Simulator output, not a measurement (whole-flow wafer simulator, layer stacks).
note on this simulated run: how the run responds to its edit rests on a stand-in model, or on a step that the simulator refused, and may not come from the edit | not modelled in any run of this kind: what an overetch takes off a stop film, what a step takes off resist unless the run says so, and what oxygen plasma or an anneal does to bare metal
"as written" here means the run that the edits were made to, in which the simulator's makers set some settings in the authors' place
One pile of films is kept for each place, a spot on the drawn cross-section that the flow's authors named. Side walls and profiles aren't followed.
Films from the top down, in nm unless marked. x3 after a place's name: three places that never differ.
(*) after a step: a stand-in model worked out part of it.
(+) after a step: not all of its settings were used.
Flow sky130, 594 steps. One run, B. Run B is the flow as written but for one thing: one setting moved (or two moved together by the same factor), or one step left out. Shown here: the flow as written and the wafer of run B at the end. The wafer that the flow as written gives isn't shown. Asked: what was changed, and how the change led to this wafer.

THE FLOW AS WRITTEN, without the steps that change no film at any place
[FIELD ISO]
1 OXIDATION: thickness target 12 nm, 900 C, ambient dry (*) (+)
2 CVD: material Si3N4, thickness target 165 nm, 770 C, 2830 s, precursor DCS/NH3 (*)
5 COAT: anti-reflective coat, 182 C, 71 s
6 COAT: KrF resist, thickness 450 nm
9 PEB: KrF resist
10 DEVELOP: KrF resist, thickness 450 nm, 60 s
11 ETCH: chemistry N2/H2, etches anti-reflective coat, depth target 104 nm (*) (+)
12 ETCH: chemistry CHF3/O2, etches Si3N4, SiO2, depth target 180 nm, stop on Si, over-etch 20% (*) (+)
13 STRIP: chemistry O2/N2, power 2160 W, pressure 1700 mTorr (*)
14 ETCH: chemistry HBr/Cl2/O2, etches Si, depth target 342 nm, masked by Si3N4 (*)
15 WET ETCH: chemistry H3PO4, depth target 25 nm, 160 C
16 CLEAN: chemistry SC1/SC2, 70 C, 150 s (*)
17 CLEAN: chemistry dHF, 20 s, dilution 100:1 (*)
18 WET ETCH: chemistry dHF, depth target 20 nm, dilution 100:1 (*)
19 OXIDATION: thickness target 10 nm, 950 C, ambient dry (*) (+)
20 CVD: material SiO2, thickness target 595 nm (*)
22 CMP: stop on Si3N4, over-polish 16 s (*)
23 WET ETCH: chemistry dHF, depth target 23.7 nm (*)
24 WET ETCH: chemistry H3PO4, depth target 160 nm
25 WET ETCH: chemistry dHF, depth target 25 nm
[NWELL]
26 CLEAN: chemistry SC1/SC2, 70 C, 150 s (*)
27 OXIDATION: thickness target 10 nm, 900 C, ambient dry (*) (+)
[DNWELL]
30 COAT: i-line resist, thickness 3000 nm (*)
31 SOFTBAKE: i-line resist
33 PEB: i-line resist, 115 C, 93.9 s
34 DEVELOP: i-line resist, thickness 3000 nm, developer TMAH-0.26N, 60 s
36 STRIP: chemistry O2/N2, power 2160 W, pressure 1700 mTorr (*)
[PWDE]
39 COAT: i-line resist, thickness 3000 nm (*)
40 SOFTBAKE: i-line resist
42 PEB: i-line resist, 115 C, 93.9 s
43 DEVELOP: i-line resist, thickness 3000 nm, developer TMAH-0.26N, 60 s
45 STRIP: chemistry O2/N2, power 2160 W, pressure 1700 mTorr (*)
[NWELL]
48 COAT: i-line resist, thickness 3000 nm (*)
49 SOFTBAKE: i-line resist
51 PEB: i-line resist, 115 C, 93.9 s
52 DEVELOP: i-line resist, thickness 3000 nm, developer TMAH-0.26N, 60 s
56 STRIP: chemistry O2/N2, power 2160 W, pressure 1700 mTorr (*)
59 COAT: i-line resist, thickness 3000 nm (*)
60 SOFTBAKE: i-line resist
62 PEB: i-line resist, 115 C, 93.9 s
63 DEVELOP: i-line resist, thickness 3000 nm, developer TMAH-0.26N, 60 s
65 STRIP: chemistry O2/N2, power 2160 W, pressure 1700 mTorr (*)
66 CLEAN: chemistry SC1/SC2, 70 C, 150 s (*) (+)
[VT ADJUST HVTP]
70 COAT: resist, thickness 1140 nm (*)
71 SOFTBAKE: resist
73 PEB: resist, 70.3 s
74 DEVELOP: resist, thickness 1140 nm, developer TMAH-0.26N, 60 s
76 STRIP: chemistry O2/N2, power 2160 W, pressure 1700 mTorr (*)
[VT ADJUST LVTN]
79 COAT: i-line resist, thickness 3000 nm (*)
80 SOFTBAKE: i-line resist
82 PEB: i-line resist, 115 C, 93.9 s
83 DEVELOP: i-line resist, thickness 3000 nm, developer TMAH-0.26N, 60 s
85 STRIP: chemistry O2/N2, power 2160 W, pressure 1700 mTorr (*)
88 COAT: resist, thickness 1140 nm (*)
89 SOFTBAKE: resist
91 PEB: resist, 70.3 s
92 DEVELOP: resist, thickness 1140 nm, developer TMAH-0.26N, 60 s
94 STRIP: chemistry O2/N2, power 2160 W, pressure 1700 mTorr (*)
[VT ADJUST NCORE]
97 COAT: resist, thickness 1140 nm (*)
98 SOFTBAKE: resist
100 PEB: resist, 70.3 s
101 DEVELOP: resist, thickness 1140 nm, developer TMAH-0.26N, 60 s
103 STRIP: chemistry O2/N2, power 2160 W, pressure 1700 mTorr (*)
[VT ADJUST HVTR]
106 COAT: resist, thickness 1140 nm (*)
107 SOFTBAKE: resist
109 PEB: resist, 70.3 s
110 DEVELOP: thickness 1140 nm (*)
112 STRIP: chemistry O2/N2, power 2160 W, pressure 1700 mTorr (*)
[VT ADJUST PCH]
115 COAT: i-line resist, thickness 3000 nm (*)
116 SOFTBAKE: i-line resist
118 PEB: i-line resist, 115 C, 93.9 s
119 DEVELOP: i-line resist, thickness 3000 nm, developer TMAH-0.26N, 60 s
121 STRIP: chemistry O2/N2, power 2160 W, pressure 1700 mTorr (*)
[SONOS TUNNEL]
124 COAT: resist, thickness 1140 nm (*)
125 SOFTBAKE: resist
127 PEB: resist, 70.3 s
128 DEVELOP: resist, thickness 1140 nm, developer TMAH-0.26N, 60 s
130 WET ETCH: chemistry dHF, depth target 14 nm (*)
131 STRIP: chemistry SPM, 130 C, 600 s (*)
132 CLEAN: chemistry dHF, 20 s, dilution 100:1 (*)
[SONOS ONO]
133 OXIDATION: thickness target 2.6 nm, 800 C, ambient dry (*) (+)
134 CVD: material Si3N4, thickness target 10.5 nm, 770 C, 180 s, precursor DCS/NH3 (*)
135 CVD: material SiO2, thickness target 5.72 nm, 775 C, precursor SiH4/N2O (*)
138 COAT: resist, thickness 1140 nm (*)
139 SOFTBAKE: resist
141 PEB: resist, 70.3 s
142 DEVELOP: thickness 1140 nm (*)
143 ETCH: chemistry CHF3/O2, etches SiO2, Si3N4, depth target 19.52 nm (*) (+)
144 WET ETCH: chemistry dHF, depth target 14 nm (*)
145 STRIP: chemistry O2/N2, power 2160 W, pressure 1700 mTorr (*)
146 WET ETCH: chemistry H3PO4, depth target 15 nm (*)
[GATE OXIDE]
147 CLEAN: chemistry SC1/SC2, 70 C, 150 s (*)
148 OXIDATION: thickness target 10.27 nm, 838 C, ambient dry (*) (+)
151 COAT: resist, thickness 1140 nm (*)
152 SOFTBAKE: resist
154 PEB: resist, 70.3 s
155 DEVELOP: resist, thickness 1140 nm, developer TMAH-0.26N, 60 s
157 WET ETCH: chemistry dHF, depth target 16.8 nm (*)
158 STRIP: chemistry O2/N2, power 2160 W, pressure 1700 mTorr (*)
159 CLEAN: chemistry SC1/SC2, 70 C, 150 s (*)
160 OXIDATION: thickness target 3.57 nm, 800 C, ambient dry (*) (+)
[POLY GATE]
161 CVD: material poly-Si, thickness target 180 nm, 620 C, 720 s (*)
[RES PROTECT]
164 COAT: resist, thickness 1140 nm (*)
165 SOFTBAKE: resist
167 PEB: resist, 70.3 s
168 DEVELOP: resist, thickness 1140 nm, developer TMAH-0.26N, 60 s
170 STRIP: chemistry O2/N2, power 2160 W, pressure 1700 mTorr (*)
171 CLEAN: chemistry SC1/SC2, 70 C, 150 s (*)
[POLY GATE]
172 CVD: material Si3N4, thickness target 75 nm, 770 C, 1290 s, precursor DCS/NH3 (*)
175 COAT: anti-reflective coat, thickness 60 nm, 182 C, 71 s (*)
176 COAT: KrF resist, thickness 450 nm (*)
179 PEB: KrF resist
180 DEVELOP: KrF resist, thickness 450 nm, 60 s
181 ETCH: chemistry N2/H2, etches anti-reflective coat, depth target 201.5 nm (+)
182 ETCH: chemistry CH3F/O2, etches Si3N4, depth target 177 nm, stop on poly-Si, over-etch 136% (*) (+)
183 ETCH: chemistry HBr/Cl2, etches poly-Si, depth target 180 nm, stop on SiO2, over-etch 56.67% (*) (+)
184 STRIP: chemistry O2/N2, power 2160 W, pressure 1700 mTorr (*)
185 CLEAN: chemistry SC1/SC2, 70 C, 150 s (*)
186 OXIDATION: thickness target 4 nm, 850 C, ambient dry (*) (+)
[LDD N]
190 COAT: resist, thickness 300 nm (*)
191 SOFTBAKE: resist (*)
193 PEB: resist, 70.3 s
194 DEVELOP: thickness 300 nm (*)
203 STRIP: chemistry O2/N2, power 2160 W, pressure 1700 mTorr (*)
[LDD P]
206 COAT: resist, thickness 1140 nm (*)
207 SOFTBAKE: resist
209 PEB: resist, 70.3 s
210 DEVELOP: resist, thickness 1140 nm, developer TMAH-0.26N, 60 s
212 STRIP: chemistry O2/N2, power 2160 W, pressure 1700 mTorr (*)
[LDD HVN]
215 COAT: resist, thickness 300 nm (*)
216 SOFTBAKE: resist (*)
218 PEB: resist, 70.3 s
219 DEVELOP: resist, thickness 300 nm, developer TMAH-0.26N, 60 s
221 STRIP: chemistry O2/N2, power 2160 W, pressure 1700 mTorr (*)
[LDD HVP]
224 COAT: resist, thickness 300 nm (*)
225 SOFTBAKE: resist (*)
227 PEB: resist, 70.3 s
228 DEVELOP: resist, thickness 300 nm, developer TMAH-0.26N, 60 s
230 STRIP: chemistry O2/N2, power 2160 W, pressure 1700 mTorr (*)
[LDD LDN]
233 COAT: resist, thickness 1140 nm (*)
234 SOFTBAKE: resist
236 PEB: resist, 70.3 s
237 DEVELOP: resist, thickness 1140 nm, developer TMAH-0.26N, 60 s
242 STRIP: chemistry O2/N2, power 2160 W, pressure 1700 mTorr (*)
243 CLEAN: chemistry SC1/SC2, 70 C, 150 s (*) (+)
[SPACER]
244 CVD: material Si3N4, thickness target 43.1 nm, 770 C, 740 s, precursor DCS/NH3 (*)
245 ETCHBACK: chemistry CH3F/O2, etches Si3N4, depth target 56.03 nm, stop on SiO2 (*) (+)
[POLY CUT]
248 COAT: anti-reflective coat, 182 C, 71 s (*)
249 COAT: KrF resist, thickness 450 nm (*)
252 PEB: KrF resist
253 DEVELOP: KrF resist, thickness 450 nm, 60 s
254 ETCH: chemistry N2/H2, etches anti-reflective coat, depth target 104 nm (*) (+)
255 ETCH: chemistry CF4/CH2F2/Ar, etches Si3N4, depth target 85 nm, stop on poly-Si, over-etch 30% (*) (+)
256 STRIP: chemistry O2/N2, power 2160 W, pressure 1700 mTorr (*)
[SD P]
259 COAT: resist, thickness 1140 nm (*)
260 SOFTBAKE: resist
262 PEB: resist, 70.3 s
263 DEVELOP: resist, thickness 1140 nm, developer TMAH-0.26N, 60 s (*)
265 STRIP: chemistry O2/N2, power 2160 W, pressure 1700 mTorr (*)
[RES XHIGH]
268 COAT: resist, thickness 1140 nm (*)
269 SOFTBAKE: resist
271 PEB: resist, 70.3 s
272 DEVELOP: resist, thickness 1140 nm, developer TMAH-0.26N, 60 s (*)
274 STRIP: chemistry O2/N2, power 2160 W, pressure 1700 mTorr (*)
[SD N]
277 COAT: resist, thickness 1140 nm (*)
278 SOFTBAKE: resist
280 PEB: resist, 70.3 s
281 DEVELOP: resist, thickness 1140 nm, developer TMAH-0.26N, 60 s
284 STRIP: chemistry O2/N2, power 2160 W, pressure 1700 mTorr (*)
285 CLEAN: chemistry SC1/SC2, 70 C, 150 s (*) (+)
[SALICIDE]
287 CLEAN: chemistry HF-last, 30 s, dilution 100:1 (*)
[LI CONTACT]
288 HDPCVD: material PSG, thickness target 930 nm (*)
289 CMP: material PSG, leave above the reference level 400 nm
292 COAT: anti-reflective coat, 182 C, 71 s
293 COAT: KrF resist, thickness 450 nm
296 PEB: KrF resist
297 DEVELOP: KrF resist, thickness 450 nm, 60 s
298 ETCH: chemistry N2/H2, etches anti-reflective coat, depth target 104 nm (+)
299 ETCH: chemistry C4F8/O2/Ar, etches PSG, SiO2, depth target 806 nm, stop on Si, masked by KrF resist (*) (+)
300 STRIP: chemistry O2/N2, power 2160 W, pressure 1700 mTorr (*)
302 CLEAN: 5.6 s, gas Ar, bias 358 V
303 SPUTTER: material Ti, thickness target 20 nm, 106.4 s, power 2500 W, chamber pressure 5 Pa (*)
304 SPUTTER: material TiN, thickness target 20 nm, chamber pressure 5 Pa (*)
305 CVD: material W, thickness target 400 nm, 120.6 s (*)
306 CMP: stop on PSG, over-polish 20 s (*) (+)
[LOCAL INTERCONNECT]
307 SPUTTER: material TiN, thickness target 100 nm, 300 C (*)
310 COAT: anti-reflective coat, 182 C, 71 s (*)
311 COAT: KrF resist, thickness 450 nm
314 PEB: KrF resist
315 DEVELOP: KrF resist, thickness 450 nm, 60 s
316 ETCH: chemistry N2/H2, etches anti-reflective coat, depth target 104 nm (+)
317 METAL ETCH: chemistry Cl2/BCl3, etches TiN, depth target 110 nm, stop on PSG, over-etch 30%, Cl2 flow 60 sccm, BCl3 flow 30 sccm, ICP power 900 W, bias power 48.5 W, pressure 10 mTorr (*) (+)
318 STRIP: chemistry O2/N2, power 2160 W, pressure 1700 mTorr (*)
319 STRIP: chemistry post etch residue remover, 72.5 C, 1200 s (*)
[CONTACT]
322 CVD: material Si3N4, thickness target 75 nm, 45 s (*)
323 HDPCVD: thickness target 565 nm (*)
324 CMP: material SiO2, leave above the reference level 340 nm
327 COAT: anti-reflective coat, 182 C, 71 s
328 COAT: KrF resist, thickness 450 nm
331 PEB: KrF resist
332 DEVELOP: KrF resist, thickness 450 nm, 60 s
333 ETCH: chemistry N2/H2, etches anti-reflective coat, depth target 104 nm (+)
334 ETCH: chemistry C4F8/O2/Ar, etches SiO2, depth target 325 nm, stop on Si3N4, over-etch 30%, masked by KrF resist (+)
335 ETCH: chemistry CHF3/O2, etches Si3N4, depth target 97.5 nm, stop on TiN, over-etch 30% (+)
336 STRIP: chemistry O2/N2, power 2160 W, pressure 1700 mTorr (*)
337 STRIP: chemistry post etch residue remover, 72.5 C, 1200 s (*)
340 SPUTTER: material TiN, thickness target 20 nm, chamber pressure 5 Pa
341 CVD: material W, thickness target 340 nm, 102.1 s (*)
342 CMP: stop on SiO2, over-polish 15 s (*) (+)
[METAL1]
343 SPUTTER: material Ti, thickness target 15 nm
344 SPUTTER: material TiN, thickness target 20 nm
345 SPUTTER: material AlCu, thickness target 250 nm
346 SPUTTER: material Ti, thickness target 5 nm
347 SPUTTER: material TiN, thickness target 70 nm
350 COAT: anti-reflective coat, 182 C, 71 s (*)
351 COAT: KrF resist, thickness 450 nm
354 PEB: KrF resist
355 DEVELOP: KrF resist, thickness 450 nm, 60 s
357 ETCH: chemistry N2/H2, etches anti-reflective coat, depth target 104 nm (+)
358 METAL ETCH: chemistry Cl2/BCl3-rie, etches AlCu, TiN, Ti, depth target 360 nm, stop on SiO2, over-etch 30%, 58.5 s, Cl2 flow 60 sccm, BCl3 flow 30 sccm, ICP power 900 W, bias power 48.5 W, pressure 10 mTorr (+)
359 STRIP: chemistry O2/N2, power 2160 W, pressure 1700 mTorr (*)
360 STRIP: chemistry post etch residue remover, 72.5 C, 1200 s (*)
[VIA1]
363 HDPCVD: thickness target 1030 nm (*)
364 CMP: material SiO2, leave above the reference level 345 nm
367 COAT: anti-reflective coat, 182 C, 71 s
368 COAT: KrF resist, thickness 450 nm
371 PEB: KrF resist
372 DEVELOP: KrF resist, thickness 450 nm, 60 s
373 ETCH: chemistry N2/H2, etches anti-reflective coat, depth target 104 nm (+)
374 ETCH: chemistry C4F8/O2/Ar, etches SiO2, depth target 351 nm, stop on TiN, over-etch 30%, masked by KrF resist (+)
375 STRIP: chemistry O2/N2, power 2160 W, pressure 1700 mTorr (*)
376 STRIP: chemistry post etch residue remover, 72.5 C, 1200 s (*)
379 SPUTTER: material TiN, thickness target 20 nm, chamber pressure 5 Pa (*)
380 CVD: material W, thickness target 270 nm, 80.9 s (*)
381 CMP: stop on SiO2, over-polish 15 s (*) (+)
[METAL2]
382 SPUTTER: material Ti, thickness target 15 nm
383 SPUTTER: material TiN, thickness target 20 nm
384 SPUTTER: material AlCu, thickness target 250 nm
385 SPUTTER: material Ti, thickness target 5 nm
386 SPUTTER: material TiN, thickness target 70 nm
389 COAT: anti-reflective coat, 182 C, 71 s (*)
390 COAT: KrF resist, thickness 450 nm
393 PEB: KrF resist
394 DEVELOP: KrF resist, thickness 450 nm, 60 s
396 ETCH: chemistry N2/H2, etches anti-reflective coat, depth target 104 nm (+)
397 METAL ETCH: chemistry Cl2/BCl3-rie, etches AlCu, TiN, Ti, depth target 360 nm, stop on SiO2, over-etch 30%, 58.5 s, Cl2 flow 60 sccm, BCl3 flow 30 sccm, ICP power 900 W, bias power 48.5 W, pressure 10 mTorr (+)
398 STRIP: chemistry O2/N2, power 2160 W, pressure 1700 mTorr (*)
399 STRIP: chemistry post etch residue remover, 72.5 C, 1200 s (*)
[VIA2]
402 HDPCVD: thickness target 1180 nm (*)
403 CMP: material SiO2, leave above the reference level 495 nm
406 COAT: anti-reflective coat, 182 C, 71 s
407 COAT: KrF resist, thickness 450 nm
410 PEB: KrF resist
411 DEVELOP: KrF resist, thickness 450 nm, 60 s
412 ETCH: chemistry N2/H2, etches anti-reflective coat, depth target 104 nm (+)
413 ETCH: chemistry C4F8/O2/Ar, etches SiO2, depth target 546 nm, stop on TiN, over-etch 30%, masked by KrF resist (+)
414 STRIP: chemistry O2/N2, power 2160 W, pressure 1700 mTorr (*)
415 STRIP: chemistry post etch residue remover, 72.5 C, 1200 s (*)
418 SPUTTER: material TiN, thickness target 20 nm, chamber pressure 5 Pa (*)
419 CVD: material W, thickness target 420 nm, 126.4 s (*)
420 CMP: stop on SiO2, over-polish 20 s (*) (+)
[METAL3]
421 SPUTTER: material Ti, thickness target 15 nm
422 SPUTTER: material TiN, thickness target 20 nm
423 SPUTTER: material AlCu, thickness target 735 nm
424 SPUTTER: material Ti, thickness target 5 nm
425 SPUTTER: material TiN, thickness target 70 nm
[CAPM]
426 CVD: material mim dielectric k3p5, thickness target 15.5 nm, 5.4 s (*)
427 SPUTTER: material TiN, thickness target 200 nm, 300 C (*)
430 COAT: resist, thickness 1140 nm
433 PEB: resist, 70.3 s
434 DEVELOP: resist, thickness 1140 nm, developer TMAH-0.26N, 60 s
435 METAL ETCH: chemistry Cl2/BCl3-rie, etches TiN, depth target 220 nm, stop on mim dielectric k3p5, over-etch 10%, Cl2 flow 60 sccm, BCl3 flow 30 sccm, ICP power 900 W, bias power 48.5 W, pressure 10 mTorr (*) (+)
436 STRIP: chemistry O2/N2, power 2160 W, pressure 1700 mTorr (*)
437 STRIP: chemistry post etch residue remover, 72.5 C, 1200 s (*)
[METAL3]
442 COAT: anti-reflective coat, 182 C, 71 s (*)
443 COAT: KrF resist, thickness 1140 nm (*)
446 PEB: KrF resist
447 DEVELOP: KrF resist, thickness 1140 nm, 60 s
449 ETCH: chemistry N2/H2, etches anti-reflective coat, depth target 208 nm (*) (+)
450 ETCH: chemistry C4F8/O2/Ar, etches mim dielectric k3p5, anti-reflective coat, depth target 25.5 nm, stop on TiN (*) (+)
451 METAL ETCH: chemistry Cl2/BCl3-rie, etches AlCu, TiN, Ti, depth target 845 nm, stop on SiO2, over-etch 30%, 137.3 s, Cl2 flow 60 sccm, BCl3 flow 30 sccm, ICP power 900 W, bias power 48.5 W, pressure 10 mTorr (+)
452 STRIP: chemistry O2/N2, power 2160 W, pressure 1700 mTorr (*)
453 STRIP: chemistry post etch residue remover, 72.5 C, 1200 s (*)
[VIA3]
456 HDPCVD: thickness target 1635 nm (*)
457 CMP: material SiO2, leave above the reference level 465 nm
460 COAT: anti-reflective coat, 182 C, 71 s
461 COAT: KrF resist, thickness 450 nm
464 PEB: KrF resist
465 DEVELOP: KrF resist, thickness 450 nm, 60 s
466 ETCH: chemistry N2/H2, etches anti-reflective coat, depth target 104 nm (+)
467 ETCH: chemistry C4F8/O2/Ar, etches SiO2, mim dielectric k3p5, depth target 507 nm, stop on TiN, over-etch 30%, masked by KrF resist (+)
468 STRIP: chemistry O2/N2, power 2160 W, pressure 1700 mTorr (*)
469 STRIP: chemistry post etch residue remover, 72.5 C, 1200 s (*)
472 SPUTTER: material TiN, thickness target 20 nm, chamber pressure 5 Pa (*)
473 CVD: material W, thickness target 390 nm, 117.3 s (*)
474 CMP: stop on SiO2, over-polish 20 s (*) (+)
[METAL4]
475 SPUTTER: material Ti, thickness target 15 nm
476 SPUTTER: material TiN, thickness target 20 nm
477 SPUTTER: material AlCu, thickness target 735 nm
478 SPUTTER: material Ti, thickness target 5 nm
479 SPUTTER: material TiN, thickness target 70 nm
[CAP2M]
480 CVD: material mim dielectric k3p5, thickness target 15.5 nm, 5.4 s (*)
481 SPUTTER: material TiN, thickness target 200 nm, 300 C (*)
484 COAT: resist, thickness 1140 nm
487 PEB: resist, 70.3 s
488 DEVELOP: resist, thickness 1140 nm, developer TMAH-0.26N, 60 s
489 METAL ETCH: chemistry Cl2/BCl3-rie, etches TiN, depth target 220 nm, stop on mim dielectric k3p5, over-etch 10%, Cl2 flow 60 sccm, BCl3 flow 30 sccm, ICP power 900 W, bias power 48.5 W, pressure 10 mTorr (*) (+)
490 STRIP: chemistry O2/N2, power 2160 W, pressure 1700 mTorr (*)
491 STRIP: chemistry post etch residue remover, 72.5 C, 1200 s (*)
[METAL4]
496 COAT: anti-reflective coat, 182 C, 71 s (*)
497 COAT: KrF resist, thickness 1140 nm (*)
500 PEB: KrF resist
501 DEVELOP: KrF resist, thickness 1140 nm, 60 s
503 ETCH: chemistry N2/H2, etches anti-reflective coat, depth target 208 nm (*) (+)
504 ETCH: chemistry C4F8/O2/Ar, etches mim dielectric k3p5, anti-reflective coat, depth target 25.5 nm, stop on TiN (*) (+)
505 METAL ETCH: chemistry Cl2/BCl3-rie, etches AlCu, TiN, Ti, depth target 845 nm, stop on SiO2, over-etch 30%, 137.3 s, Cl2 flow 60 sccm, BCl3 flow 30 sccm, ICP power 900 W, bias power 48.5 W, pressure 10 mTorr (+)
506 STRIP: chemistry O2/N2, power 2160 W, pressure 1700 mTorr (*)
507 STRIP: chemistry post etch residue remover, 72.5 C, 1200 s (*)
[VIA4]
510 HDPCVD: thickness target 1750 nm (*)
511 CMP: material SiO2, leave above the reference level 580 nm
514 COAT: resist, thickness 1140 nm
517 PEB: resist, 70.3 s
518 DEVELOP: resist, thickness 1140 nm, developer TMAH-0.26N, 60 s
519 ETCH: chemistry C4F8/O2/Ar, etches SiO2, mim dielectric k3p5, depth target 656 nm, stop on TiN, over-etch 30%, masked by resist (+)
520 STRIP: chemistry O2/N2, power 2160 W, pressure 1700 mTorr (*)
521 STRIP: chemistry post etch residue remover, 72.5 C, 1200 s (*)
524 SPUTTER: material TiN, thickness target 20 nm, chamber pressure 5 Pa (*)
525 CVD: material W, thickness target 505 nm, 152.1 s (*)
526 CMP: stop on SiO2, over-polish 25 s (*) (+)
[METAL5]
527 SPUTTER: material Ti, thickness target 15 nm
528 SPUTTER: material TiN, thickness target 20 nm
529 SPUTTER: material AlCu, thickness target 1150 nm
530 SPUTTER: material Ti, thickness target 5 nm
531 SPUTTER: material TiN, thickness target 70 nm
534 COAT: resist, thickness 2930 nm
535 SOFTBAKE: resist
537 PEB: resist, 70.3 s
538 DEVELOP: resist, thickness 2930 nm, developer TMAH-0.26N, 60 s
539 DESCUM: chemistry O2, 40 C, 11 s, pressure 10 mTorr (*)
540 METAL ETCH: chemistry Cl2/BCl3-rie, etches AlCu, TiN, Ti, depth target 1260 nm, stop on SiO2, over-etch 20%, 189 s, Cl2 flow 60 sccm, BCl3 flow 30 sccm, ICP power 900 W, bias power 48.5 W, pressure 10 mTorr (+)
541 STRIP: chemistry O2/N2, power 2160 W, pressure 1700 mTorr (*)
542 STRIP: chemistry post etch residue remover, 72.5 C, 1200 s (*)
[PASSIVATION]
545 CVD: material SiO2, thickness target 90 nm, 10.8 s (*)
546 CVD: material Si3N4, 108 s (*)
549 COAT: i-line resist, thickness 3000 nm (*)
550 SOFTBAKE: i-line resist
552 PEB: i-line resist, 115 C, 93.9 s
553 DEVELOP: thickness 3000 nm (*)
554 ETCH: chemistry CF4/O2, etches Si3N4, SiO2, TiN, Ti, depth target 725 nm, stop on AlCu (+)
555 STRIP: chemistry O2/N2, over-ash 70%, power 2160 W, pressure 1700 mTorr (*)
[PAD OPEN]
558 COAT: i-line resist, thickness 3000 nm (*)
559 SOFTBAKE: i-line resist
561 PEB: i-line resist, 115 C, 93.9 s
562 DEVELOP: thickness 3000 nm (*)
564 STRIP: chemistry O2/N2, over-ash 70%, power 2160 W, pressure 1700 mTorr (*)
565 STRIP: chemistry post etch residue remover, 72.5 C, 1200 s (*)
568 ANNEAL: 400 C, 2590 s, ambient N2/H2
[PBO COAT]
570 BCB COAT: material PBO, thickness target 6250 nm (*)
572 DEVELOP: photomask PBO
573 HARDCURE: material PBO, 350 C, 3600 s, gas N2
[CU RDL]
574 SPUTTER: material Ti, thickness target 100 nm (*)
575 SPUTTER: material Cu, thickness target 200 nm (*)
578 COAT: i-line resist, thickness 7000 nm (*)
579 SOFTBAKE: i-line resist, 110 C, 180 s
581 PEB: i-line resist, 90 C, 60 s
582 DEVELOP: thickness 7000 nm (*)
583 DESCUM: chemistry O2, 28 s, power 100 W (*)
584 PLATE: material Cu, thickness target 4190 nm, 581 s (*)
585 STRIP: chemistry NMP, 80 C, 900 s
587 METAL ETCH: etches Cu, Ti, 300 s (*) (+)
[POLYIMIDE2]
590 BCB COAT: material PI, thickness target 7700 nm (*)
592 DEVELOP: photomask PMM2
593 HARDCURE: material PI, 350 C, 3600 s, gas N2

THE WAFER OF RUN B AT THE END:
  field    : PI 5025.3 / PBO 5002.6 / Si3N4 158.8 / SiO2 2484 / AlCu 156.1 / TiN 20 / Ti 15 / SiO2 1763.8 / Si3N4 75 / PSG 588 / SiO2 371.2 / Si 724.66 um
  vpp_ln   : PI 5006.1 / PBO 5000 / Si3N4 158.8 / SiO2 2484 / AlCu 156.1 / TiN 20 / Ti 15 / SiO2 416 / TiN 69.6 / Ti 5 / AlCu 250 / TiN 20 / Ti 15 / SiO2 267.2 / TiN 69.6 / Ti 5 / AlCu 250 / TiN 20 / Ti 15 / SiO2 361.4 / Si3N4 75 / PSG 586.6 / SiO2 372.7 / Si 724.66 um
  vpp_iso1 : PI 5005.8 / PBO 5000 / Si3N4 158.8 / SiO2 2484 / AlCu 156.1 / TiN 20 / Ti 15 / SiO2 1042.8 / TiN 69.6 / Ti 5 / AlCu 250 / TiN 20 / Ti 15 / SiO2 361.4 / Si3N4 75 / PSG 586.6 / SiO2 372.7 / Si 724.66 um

The cause: step 451, METAL ETCH: depth target 498.6 nm was run, where the flow has depth target 845 nm; step 451, METAL ETCH: 81 s was run, where the flow has 137.3 s.

How the change led to this, step by step:
  451 METAL ETCH: chemistry Cl2/BCl3-rie, etches AlCu, TiN, Ti, depth target 845 nm, stop on SiO2, over-etch 30%, 137.3 s, Cl2 flow 60 sccm, BCl3 flow 30 sccm, ICP power 900 W, bias power 48.5 W, pressure 10 mTorr (+)
      field, gate, spacer and 68 more: TiN -70 (all of it), Ti -5 (all of it), AlCu -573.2 (as written it would be: TiN -70 (all of it), Ti -5 (all of it), AlCu -735 (all of it), TiN -20 (all of it), Ti -15 (all of it), SiO2 -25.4)
      active, vpp_ln, vpp_iso2 and 11 more: TiN -70 (all of it), Ti -5 (all of it), AlCu -573.2 (as written it would be: TiN -70 (all of it), Ti -5 (all of it), AlCu -735 (all of it), TiN -20 (all of it), Ti -15 (all of it), SiO2 -25.3)
      (and at 107 more places)
  452 STRIP: chemistry O2/N2, power 2160 W, pressure 1700 mTorr (*)
      gate_hv, dice_street, pplus_nw and 75 more: KrF resist -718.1 (all of it), anti-reflective coat -80 (all of it) (as written it would be: KrF resist -492.9 (all of it), anti-reflective coat -80 (all of it))
      n_well, p_well, sd_n, sd_p, pad, mim_edge_gap, mim_edge_gap_sheet: KrF resist -718 (all of it), anti-reflective coat -80 (all of it) (as written it would be: KrF resist -492.9 (all of it), anti-reflective coat -80 (all of it))
      (and at 22 more places)
  453 STRIP: chemistry post etch residue remover, 72.5 C, 1200 s (*)
      field, active, gate and 82 more: AlCu -5.72 (as written it would be: nothing)
  456 HDPCVD: thickness target 1635 nm (*)
      field, active, gate and 82 more: SiO2 +1635 (new film) (as written it would be: SiO2 +1635)
  457 CMP: material SiO2, leave above the reference level 465 nm
      field, active, gate and 82 more: SiO2 -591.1 (as written it would be: SiO2 -374.7)
Counting metal films that touch as one body, field has 1 body; the flow as written gives 0 bodies.
Counting metal films that touch as one body, vpp_ln has 3 bodies (between them, from the top down: SiO2 416; SiO2 267.2); the flow as written gives 2 bodies (between them, from the top down: SiO2 267.2).
Counting metal films that touch as one body, vpp_iso1 has 2 bodies (between them, from the top down: SiO2 1042.8); the flow as written gives 1 body.
